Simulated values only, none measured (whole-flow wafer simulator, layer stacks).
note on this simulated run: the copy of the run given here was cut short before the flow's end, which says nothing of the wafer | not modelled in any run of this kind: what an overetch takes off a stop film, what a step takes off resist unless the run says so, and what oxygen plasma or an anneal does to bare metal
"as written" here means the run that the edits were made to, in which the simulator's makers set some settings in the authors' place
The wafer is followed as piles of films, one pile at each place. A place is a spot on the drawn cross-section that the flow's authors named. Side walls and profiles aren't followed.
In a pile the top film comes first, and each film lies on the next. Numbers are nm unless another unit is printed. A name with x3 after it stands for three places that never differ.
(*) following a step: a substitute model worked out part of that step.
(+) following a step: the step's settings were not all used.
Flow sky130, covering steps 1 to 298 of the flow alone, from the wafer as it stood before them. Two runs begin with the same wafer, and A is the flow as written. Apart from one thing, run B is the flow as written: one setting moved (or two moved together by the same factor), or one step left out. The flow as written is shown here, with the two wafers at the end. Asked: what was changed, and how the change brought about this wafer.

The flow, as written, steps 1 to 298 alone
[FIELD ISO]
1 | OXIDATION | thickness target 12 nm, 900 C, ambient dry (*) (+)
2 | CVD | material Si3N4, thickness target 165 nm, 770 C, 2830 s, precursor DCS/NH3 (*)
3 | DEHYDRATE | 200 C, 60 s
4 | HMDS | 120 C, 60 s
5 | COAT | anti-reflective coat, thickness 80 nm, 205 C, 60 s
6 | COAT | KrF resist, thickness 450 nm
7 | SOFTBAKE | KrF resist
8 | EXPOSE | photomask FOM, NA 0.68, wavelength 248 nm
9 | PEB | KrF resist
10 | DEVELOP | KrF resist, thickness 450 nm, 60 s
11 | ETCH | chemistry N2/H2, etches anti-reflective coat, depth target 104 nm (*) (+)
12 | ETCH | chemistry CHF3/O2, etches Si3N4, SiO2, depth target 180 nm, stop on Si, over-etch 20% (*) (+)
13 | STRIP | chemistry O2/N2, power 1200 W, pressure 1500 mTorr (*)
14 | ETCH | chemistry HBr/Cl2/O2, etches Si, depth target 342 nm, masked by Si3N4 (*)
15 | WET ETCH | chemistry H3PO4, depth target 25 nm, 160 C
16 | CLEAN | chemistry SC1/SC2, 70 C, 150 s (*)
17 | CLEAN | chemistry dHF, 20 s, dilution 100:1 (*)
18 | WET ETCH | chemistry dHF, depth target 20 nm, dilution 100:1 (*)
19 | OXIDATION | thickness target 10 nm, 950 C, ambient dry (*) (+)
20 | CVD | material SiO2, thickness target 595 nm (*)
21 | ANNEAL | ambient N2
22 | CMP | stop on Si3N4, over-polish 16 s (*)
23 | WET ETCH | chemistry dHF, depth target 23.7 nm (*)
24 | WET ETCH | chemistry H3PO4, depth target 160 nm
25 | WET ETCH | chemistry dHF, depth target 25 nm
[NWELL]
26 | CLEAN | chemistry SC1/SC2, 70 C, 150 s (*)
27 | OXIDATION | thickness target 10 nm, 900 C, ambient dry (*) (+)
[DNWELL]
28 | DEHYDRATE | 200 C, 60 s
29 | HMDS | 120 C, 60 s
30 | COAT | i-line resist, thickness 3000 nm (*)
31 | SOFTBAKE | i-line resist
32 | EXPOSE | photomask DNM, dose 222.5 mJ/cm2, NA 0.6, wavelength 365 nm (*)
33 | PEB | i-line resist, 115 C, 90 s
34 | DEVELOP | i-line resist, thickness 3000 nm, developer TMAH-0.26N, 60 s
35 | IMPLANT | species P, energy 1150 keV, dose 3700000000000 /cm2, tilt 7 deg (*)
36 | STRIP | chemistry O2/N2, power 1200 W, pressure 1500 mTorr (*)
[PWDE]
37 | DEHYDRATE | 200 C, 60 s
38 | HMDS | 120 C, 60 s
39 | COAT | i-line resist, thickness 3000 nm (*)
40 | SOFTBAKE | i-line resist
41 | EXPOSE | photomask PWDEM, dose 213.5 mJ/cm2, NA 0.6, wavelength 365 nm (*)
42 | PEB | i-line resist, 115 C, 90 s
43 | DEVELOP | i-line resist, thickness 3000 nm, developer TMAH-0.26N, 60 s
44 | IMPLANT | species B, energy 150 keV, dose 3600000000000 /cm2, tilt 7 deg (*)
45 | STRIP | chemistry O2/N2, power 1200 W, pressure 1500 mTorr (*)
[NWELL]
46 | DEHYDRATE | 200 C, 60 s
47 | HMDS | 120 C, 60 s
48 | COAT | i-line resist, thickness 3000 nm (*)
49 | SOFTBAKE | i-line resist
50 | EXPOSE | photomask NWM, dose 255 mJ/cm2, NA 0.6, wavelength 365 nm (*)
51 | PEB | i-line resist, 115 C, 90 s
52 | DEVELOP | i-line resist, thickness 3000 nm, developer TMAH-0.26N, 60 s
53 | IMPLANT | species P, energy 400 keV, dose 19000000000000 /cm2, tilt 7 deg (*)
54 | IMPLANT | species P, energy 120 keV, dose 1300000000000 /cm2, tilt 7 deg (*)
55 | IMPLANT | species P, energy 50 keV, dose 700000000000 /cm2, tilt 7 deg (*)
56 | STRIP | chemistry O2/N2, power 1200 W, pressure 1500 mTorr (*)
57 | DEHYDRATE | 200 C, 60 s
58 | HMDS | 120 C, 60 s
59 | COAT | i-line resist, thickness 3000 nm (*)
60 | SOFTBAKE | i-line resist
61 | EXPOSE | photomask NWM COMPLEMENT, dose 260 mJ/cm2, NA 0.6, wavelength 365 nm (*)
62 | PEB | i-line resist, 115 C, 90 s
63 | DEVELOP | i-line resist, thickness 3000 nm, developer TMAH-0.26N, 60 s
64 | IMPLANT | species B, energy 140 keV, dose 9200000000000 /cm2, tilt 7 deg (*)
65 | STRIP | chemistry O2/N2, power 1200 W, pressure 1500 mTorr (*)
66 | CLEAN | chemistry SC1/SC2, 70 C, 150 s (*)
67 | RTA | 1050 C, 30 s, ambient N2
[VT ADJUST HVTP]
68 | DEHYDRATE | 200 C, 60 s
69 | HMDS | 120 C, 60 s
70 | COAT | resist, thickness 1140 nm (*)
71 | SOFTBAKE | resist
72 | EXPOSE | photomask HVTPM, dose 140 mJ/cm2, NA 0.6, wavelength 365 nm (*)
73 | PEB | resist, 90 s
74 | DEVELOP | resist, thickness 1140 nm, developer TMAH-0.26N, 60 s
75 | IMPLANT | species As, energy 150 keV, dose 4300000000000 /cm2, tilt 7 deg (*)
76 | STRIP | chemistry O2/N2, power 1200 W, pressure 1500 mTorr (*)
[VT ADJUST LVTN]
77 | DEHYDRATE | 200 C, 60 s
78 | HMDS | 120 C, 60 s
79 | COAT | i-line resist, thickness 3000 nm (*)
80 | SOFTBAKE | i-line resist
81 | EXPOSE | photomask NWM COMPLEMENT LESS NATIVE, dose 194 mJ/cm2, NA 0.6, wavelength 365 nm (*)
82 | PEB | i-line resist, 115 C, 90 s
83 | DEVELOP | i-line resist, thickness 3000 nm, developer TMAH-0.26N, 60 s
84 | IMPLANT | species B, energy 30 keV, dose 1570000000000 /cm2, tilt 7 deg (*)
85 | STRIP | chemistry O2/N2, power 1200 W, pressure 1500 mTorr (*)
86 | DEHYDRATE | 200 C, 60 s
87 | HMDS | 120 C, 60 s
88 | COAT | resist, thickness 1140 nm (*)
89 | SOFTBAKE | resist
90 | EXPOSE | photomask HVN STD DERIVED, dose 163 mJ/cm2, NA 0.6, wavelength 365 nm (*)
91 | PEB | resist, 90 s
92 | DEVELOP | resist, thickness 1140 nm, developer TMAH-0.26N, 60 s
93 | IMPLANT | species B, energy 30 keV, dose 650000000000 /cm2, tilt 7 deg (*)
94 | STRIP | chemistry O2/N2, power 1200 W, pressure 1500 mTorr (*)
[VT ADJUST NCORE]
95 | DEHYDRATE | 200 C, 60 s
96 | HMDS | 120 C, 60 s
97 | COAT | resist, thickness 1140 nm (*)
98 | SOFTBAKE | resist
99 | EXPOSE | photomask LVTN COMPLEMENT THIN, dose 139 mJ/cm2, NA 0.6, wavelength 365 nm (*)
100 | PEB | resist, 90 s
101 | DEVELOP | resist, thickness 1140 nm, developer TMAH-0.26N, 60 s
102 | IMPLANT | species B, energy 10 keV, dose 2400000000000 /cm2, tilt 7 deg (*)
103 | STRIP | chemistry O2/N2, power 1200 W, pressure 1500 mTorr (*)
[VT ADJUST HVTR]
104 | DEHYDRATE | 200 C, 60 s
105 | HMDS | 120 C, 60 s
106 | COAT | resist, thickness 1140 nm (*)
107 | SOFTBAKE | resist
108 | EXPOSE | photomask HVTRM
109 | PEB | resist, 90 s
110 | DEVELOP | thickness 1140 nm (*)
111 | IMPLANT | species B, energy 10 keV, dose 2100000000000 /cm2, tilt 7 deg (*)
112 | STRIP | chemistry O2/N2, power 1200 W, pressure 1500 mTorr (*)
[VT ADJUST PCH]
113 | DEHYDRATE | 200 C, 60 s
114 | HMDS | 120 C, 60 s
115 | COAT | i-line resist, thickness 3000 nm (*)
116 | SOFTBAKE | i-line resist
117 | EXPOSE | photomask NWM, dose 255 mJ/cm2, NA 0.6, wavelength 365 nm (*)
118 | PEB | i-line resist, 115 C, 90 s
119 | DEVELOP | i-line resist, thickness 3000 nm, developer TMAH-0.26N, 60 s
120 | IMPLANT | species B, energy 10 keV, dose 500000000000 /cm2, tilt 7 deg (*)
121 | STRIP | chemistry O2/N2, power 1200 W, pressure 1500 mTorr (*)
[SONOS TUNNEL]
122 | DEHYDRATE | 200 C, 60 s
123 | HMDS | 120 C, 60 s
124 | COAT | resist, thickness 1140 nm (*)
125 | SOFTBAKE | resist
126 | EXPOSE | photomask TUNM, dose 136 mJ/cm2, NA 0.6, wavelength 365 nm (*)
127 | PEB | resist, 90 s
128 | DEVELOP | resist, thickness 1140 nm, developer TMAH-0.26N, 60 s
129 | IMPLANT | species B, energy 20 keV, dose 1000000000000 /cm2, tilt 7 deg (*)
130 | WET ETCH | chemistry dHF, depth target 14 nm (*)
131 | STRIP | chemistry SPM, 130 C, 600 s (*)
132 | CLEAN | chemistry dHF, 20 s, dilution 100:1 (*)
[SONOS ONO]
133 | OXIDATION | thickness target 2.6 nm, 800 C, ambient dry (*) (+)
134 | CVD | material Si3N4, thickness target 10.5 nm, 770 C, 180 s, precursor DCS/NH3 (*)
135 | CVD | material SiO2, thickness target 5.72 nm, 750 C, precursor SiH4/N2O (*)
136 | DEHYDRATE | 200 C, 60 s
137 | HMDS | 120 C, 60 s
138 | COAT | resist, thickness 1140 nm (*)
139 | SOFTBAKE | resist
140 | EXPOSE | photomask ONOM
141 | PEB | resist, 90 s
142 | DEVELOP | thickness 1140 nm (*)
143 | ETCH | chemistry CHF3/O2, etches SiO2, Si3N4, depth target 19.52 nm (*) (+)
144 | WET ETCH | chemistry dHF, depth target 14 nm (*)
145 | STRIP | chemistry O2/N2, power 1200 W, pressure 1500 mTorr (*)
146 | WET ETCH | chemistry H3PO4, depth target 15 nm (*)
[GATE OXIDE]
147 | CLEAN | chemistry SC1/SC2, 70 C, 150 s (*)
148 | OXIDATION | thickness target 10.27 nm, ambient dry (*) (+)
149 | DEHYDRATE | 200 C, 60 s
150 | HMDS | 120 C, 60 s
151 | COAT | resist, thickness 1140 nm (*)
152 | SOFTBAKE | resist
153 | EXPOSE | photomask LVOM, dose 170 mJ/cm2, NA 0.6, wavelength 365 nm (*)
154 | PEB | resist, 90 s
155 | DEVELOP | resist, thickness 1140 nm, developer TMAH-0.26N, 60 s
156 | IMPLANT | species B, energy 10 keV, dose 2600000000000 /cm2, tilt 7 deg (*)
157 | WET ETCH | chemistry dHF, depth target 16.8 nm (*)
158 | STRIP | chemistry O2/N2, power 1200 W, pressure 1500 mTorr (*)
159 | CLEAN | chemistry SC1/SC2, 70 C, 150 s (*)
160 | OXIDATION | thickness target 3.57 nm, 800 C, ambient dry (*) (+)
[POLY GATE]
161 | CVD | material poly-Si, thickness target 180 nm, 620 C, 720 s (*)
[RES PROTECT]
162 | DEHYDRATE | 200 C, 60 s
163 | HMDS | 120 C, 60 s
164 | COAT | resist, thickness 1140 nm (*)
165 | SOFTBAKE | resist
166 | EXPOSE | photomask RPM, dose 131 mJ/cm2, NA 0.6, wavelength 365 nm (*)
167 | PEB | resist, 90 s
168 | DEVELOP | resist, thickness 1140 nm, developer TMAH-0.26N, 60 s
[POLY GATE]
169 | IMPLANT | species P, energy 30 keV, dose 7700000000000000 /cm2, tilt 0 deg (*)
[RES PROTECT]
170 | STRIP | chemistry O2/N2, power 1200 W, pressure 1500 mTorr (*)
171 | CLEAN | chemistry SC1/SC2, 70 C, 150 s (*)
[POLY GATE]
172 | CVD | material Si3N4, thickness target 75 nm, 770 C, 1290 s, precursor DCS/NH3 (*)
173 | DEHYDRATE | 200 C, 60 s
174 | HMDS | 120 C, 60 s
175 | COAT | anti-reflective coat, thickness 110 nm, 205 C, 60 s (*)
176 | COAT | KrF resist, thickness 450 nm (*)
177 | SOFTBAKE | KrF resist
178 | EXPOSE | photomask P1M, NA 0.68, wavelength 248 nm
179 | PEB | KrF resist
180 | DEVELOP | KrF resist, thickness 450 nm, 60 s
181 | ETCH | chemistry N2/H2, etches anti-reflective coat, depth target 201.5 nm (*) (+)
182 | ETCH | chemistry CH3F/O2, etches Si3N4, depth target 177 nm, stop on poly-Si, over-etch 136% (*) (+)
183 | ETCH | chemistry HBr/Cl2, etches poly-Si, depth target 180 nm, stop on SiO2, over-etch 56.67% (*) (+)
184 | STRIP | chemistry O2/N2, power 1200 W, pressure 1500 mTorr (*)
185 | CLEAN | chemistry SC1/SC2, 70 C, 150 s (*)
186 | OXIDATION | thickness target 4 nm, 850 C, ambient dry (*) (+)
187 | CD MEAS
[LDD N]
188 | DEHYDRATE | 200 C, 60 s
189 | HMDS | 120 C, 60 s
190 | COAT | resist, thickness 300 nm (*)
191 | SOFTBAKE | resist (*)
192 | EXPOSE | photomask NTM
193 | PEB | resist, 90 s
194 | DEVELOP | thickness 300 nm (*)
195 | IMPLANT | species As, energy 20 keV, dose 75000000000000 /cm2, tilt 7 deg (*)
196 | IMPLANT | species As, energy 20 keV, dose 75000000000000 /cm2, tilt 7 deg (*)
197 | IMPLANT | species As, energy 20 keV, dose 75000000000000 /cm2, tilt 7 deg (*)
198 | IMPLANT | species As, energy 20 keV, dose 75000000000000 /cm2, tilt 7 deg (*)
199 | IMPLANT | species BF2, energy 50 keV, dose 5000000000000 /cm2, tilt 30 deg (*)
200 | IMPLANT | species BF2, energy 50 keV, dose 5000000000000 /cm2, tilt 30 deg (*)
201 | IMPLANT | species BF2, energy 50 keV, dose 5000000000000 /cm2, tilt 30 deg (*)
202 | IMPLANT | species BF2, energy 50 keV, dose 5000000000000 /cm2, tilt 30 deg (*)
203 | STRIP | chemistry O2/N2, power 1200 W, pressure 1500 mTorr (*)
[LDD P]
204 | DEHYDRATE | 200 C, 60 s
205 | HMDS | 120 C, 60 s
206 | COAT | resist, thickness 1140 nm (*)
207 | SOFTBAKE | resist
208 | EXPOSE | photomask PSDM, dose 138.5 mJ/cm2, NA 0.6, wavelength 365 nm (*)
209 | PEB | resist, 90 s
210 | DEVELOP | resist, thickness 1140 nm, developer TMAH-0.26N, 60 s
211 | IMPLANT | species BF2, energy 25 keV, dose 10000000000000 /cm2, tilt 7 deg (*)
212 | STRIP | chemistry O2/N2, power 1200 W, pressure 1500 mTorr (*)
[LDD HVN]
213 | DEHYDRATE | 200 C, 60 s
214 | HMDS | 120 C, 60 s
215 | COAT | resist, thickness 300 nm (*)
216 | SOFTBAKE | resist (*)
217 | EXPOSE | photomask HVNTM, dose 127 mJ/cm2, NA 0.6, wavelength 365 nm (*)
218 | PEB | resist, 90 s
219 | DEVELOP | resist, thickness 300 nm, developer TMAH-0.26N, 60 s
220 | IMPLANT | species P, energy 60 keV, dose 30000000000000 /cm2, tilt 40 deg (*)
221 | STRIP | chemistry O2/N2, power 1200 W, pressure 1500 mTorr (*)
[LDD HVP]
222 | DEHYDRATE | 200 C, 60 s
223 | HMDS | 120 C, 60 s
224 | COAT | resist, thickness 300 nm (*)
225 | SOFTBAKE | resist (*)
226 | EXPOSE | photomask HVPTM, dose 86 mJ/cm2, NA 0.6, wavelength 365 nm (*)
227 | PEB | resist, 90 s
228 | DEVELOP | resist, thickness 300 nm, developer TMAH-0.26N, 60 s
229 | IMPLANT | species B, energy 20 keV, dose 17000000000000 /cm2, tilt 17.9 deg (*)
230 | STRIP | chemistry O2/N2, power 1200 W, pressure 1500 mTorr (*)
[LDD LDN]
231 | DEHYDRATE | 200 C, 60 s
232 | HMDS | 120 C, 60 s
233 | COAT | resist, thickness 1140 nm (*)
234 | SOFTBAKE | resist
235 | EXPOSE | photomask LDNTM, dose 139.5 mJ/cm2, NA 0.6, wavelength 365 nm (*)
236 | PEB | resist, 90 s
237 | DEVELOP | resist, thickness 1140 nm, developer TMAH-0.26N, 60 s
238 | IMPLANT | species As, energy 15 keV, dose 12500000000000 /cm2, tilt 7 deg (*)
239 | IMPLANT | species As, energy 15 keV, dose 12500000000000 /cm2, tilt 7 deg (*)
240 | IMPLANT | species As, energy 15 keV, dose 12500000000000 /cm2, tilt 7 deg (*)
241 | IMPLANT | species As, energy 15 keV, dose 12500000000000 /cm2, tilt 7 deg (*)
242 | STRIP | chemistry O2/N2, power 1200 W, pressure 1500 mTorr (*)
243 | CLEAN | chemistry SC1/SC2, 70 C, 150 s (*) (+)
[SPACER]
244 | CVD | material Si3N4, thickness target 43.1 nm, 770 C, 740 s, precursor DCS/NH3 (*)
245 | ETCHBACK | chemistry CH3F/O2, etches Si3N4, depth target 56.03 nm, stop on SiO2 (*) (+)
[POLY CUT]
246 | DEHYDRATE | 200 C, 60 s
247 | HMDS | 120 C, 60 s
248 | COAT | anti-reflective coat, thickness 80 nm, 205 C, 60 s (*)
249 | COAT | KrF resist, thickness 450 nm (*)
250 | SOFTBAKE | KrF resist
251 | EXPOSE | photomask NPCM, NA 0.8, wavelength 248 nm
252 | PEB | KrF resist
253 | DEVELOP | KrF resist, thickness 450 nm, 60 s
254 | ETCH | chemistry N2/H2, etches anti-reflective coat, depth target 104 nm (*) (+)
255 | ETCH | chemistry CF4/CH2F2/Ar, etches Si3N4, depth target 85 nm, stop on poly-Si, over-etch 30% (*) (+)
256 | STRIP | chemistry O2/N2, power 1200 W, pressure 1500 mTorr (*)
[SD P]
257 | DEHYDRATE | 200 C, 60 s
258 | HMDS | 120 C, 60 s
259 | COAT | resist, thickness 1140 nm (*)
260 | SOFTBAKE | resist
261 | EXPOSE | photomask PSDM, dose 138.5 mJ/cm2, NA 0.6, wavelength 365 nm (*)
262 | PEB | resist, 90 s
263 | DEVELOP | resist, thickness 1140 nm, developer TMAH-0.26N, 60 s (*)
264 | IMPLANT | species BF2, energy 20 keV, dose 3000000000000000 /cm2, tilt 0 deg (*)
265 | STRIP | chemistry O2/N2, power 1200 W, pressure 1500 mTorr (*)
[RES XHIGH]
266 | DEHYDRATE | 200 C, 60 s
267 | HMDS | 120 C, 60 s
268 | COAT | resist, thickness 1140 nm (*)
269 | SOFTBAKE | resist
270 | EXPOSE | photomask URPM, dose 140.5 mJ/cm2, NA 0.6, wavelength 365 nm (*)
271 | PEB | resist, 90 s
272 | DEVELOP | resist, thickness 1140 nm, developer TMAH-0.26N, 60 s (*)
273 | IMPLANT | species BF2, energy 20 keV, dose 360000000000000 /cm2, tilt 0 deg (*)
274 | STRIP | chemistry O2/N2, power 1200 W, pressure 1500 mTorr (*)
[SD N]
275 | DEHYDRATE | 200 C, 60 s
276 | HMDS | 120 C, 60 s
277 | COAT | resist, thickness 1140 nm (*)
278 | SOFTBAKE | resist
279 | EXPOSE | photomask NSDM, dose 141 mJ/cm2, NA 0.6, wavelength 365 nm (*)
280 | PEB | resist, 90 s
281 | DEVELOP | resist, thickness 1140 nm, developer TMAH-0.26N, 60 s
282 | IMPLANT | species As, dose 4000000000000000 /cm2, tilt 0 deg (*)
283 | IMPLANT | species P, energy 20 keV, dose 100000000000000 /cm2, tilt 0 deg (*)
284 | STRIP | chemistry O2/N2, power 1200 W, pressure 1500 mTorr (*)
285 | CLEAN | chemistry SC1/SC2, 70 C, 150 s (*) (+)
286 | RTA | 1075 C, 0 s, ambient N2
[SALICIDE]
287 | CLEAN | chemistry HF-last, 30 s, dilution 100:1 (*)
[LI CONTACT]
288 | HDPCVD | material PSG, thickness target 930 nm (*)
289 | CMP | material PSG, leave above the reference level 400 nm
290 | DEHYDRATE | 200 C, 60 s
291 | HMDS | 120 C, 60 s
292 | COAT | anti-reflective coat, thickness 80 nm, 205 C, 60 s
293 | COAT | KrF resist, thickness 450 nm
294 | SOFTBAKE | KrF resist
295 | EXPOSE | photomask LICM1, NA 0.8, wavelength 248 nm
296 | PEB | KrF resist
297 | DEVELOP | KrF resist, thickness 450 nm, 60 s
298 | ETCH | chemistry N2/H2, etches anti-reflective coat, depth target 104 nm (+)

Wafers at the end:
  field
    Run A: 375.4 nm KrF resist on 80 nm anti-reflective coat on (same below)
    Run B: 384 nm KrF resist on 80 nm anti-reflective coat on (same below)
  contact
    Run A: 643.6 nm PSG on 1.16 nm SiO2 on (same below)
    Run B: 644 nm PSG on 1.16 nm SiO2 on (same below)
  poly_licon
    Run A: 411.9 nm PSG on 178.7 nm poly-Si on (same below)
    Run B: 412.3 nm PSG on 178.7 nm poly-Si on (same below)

What caused this: step 298, ETCH: depth target 88.6 nm was run, though the flow has depth target 104 nm.

How this came from the change, step by step:
  298 | ETCH | chemistry N2/H2, etches anti-reflective coat, depth target 104 nm (+)
      field, active, n_well and 184 more: A KrF resist loses 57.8 | B KrF resist loses 49.2
